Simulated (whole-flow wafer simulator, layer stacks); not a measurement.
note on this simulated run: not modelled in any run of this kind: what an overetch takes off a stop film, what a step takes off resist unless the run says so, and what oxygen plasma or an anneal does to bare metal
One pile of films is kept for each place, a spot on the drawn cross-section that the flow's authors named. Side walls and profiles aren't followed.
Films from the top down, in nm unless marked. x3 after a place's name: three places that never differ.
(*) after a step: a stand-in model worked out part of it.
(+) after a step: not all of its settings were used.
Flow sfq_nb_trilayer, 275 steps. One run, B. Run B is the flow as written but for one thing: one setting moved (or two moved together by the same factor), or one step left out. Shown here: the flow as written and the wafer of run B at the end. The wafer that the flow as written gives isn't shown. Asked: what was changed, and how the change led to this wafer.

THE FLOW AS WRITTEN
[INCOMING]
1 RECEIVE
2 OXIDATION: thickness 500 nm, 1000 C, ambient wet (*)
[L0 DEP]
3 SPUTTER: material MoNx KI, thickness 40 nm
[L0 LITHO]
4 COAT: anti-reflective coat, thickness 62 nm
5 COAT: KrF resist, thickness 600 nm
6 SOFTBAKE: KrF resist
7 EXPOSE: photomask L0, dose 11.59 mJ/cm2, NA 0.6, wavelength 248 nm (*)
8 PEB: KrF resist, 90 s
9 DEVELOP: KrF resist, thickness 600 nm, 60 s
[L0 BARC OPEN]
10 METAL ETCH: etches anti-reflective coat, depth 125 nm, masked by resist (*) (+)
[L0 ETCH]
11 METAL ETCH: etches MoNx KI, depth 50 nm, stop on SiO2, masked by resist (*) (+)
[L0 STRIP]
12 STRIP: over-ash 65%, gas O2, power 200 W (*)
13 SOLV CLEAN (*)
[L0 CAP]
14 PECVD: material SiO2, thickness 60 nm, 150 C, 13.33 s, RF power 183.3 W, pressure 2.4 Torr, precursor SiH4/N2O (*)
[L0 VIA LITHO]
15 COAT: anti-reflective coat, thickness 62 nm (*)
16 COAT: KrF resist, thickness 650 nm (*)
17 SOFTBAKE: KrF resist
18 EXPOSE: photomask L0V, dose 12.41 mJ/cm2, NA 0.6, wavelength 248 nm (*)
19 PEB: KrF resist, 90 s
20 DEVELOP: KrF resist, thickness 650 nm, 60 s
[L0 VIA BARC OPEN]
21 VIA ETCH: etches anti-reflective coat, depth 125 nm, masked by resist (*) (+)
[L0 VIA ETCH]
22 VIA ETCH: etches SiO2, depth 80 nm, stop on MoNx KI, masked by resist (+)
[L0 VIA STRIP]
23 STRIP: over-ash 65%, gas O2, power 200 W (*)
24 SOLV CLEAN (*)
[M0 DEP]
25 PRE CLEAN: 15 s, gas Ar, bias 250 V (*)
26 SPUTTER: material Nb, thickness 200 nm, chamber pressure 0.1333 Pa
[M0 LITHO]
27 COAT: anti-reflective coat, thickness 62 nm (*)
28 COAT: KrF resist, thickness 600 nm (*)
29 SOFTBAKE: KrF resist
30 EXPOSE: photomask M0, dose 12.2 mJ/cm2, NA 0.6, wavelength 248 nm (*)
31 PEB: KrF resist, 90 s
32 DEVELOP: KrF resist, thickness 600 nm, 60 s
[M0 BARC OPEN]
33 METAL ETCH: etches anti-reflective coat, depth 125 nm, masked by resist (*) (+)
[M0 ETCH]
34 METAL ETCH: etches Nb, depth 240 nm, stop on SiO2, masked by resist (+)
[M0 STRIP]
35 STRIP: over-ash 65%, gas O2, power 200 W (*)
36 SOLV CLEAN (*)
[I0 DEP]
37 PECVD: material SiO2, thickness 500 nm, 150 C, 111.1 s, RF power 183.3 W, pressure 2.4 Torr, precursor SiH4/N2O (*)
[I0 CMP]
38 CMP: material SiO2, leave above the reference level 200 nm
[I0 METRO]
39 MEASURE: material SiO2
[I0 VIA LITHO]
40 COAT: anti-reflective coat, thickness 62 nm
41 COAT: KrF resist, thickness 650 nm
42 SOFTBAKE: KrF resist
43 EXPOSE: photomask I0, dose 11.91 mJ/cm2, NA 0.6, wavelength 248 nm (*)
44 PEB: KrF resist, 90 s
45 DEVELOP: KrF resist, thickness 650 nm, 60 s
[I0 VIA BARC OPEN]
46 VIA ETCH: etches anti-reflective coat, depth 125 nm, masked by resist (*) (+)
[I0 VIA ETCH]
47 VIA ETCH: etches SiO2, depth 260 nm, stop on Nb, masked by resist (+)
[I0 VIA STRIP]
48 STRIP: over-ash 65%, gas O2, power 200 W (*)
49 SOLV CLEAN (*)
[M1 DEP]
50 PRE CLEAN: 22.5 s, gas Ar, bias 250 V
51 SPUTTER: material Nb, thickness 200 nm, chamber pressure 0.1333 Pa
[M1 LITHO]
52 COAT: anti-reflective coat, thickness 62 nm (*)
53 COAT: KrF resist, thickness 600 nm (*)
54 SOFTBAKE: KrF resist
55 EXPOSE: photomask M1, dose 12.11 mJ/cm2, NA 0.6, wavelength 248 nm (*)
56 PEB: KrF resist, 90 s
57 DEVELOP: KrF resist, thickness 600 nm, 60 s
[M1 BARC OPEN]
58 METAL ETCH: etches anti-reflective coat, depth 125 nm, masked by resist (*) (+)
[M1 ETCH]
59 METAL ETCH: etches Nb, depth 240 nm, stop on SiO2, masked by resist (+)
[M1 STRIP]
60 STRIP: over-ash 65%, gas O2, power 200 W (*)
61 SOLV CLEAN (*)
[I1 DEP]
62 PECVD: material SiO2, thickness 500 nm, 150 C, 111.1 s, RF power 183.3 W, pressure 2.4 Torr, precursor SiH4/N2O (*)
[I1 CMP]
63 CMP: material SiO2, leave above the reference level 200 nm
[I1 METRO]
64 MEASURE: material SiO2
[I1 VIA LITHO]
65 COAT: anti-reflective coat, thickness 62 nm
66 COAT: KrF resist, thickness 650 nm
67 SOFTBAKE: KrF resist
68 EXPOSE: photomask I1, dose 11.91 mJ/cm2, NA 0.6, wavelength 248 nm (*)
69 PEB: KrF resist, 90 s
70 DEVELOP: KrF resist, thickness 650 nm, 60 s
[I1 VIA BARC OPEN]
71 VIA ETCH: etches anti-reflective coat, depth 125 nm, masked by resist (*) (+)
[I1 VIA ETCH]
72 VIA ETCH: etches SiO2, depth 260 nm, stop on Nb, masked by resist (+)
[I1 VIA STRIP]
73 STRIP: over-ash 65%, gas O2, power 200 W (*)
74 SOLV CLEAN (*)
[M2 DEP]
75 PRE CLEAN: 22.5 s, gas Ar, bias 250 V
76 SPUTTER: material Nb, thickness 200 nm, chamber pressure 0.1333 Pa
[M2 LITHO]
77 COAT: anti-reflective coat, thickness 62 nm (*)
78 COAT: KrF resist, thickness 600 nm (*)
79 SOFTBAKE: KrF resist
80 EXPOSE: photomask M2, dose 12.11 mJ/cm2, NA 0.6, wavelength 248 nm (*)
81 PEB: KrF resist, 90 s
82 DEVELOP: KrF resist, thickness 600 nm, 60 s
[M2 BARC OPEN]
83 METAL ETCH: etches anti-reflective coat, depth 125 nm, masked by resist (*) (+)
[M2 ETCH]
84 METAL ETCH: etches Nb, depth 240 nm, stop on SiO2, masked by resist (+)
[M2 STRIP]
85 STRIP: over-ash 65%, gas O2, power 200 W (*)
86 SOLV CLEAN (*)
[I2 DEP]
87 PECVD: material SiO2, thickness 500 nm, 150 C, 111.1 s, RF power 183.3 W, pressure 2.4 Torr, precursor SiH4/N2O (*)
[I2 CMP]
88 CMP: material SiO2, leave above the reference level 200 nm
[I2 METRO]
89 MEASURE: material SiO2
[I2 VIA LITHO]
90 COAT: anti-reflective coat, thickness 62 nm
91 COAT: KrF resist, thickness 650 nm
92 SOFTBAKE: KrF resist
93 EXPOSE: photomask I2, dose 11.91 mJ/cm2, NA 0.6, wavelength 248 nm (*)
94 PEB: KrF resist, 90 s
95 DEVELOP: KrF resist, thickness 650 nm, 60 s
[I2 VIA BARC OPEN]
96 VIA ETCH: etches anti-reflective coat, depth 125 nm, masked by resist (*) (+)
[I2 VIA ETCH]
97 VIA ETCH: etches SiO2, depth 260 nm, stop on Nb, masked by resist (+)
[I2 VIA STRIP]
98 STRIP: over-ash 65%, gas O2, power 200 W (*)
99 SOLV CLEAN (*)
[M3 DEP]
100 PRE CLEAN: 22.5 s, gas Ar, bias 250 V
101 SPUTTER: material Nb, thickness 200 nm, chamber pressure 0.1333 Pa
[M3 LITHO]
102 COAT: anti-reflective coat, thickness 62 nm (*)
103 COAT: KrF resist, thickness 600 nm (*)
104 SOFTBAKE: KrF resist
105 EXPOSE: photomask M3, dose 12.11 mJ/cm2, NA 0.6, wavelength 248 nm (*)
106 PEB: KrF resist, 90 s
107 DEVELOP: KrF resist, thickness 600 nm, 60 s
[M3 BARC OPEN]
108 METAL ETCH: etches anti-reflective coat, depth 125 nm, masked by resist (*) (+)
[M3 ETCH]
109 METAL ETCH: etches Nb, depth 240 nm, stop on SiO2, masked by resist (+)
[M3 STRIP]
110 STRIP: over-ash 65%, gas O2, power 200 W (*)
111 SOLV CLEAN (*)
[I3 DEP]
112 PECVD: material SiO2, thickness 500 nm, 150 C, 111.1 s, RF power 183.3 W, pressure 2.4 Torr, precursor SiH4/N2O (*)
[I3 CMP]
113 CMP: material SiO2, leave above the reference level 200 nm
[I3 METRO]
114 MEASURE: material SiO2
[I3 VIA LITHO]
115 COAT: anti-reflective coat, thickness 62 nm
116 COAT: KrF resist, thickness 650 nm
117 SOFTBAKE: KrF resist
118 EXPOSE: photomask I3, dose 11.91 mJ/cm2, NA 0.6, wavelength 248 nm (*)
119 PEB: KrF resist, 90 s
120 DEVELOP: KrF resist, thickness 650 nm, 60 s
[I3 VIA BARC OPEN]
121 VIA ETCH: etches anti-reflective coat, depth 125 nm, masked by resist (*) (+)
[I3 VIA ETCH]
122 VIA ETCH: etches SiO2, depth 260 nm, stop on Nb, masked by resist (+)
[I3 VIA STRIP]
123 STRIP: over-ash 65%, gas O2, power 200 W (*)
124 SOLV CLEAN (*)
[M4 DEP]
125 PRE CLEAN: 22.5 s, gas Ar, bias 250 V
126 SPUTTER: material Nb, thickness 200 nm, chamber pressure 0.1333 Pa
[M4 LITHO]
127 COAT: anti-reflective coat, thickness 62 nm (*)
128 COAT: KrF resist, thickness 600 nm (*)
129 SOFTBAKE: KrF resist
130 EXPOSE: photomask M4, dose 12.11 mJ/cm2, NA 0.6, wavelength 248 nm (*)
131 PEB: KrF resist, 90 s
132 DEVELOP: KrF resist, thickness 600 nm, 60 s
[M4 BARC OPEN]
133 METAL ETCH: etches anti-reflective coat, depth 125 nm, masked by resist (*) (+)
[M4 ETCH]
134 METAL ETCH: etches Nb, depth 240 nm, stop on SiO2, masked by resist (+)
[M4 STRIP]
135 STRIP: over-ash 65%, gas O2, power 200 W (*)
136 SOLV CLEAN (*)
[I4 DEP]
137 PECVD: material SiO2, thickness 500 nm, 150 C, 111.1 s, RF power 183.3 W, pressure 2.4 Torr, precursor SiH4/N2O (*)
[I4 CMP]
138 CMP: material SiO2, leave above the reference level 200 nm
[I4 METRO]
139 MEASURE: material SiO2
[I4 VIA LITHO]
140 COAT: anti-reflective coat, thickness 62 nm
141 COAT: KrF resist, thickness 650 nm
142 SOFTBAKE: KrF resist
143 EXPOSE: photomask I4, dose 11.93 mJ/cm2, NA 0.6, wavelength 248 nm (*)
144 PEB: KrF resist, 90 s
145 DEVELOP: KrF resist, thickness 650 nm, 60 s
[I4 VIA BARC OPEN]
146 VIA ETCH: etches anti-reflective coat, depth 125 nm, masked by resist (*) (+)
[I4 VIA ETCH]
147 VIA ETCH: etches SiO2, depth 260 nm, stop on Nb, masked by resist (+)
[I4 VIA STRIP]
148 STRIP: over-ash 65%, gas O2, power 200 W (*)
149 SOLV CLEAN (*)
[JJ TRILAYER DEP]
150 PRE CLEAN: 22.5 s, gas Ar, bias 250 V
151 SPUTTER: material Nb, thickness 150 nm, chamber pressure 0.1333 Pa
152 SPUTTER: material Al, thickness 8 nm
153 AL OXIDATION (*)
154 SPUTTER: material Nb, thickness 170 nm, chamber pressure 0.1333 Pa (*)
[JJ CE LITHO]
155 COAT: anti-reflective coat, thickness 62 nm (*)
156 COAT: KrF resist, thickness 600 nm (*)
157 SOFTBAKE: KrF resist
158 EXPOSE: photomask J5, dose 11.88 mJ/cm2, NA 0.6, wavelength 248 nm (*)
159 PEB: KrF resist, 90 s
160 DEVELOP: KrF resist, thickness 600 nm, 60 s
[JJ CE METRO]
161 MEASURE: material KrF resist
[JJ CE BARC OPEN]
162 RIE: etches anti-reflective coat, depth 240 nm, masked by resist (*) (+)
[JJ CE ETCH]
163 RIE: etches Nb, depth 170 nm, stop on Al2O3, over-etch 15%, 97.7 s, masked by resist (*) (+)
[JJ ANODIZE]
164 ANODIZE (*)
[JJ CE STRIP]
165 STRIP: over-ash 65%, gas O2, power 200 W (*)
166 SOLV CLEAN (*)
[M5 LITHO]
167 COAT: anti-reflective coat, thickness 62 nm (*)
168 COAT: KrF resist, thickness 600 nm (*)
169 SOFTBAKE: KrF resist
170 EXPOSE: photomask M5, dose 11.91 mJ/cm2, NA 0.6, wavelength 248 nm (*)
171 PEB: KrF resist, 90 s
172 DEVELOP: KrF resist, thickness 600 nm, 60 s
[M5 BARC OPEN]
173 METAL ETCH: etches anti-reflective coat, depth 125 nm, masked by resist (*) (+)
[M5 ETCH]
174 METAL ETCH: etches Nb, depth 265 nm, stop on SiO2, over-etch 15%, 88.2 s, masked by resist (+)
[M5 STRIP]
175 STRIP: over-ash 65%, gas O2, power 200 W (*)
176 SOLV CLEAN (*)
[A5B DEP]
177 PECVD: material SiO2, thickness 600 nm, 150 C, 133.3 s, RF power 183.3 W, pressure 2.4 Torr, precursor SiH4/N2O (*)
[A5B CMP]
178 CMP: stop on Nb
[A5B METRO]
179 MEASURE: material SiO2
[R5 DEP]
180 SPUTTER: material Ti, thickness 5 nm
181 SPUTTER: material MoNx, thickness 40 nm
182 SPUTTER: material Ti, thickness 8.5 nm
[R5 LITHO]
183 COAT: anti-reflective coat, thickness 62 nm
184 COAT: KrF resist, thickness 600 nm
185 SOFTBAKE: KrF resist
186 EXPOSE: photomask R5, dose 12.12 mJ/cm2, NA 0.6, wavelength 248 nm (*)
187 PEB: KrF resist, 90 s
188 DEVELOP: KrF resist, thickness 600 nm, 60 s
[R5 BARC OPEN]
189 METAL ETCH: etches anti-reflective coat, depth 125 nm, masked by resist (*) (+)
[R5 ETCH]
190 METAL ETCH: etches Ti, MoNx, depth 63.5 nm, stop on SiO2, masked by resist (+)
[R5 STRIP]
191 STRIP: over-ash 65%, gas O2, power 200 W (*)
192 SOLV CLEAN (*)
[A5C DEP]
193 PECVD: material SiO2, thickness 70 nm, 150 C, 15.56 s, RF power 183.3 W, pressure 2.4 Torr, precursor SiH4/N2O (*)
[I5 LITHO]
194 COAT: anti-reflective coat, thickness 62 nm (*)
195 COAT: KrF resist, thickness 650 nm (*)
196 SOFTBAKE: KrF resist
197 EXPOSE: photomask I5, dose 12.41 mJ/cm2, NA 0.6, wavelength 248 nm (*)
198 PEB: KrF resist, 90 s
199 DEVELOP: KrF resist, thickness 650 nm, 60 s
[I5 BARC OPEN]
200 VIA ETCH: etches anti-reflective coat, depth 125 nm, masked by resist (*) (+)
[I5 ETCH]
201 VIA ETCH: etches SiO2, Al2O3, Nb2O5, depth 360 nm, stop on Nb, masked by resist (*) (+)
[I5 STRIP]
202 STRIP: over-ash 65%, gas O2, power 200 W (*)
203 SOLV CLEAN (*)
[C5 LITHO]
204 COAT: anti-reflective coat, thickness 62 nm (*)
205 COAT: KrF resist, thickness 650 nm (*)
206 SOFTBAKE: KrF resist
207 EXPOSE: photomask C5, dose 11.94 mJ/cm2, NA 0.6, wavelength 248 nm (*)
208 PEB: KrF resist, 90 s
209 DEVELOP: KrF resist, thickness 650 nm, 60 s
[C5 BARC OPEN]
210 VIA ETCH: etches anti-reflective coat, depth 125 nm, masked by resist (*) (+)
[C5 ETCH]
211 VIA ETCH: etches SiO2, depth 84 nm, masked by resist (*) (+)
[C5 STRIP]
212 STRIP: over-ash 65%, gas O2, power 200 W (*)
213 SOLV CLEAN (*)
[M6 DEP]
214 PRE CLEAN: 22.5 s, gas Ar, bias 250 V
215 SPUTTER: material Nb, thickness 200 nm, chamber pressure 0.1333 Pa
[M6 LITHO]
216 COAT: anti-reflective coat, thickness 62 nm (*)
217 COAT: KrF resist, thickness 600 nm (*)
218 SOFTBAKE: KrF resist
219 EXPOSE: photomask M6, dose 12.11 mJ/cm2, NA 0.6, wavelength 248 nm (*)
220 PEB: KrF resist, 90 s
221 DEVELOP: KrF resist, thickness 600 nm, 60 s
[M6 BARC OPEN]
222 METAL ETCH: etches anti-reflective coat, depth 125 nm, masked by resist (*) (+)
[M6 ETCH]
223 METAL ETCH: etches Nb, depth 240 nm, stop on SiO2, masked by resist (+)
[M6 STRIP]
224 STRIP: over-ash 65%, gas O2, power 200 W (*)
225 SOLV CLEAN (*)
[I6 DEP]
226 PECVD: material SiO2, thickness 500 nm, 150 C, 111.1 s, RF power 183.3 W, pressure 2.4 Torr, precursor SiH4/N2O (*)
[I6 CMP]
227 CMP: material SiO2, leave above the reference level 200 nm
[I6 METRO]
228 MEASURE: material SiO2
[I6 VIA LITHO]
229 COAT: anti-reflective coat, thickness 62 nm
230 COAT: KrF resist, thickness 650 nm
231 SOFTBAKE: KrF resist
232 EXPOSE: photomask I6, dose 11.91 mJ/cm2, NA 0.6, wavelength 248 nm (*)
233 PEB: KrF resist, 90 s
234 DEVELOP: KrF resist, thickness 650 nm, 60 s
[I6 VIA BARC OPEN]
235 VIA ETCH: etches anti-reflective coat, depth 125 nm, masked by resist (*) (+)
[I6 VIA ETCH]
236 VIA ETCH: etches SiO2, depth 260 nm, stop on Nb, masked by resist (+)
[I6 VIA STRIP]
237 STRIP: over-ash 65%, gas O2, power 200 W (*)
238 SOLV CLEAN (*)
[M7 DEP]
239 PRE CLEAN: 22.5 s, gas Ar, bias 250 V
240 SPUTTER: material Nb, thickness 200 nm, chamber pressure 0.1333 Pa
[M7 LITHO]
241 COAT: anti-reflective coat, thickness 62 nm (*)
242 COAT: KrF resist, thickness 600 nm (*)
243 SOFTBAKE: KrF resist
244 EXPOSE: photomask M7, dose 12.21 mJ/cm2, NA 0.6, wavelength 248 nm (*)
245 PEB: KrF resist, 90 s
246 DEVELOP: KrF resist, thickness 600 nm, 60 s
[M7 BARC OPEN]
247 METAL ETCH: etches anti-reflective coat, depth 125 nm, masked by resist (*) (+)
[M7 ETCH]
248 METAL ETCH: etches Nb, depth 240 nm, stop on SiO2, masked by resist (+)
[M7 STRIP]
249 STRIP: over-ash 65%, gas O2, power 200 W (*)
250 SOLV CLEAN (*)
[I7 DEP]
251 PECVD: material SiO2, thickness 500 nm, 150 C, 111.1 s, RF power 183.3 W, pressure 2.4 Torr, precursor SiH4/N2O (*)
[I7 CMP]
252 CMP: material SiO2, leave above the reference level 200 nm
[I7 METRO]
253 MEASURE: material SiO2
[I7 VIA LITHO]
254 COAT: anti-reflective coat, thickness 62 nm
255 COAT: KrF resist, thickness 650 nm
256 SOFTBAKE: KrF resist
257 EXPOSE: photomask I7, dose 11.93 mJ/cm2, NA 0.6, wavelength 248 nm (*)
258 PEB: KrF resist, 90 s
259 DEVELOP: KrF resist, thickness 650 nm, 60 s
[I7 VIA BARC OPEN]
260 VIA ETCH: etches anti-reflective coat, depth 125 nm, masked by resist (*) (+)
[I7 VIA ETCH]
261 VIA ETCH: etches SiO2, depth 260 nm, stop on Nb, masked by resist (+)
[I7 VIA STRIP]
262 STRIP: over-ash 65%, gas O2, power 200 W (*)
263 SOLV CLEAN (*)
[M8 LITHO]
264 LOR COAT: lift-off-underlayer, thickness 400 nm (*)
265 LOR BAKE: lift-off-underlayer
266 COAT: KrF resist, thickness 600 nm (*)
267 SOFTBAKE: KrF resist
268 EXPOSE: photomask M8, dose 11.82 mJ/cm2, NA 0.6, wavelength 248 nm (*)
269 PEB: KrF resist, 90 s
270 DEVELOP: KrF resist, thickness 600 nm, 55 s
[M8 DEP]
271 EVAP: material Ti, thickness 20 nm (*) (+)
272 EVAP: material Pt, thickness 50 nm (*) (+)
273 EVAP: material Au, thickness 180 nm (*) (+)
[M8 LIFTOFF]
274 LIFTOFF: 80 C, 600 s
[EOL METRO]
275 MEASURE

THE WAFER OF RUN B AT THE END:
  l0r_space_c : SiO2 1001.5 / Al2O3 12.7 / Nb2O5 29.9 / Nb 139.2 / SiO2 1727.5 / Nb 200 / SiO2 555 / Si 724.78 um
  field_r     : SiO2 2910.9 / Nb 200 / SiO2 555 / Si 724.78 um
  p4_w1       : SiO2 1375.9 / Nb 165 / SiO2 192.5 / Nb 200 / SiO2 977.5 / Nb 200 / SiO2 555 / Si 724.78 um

The cause: step 126, SPUTTER: thickness 165 nm was run, where the flow has thickness 200 nm.
It can be read off the wafer: p4_w1 has Nb 165, and step 126 as written asks for 200 nm.

How the change led to this, step by step:
  126 SPUTTER: material Nb, thickness 200 nm, chamber pressure 0.1333 Pa
      field_l, v_sur, via_wl and 102 more: Nb +165 (new film) (as written it would be: Nb +200 (new film))
      via_v: Nb +136.3 (as written it would be: Nb +165.5)
  134 METAL ETCH: etches Nb, depth 240 nm, stop on SiO2, masked by resist (+)
      field_l, be, be_sur and 64 more: Nb -165 (all of it) (as written it would be: Nb -200 (all of it))
  137 PECVD: material SiO2, thickness 500 nm, 150 C, 111.1 s, RF power 183.3 W, pressure 2.4 Torr, precursor SiH4/N2O (*)
      p3_s0, p3_s1, p3_s2, p3_s3, p3_s4, p3_s5: SiO2 +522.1 (as written it would be: SiO2 +557.1)
  138 CMP: material SiO2, leave above the reference level 200 nm
      field_l, be, be_sur and 55 more: SiO2 -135 (as written it would be: SiO2 -100)
      lsp_r, l0_sur, l0v: SiO2 -128.3 (as written it would be: SiO2 -91.9)
